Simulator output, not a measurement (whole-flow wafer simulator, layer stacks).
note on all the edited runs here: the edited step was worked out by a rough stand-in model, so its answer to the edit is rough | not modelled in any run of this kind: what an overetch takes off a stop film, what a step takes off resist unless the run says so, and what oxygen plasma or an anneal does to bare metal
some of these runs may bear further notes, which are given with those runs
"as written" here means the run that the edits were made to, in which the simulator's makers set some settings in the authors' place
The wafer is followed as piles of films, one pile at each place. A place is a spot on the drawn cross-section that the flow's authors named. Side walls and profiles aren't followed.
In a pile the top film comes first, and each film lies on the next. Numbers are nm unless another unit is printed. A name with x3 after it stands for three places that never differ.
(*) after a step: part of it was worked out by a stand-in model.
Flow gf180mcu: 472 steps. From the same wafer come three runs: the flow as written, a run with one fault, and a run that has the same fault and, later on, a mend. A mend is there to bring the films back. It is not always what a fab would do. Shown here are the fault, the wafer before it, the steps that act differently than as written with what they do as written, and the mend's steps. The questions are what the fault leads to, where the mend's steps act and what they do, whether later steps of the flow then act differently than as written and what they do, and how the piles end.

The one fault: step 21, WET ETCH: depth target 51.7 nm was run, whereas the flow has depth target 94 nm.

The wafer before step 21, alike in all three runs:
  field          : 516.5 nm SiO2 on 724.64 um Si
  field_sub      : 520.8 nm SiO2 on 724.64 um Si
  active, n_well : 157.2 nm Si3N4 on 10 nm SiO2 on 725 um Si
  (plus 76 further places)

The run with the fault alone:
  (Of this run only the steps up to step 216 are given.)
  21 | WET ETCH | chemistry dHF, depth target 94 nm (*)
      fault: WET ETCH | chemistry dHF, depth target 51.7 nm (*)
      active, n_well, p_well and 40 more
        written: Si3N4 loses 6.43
        fault: Si3N4 loses 3.57
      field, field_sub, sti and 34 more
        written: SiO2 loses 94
        fault: SiO2 loses 51.7
  Steps later in the flow that act otherwise than as written (not shown: 30 more steps that differ only slightly, by at most 2% or 0.5 nm, whichever is larger):
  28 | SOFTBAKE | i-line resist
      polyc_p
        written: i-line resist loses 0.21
        fault: i-line resist gains 0.34
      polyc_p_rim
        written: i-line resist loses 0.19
        fault: i-line resist gains 0.39
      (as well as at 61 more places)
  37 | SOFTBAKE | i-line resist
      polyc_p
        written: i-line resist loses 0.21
        fault: i-line resist gains 0.34
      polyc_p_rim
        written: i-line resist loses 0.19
        fault: i-line resist gains 0.39
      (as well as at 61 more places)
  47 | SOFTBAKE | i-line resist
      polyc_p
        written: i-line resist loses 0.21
        fault: i-line resist gains 0.34
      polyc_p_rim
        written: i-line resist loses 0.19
        fault: i-line resist gains 0.39
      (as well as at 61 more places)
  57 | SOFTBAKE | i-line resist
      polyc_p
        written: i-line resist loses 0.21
        fault: i-line resist gains 0.34
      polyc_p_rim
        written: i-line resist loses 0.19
        fault: i-line resist gains 0.39
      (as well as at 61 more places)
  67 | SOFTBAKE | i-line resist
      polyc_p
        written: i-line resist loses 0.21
        fault: i-line resist gains 0.34
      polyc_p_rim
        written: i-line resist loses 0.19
        fault: i-line resist gains 0.39
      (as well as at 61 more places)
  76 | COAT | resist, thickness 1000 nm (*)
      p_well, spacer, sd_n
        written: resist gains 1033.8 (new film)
        fault: resist gains 1075 (new film)
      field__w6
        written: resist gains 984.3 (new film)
        fault: resist gains 960.3 (new film)
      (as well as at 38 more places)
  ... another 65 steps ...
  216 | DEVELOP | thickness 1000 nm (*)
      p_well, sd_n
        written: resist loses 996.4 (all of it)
        fault: resist loses 1035.6 (all of it)
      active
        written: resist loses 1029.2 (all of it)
        fault: resist loses 1059.9 (all of it)
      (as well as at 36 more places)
  The piles after step 216 differ from the flow's at field, field__w1, field__w2 and 73 more by more than 2% or 0.5 nm, whichever is larger.
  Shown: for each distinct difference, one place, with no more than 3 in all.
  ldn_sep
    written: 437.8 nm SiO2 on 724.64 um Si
    fault: 479.9 nm SiO2 on 724.64 um Si
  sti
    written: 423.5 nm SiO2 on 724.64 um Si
    fault: 465.6 nm SiO2 on 724.64 um Si
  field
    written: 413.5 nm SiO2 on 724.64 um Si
    fault: 455.6 nm SiO2 on 724.64 um Si

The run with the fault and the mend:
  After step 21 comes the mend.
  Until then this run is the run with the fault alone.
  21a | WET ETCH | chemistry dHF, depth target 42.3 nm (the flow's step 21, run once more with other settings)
      field, field_sub, sti and 34 more
        SiO2 loses 42.3
  Later steps of the flow that are run all act as written at every place that is followed, up to a difference of at most 2% or 0.5 nm, whichever is larger.
  By the end, the piles equal the flow's at every place that both follow.
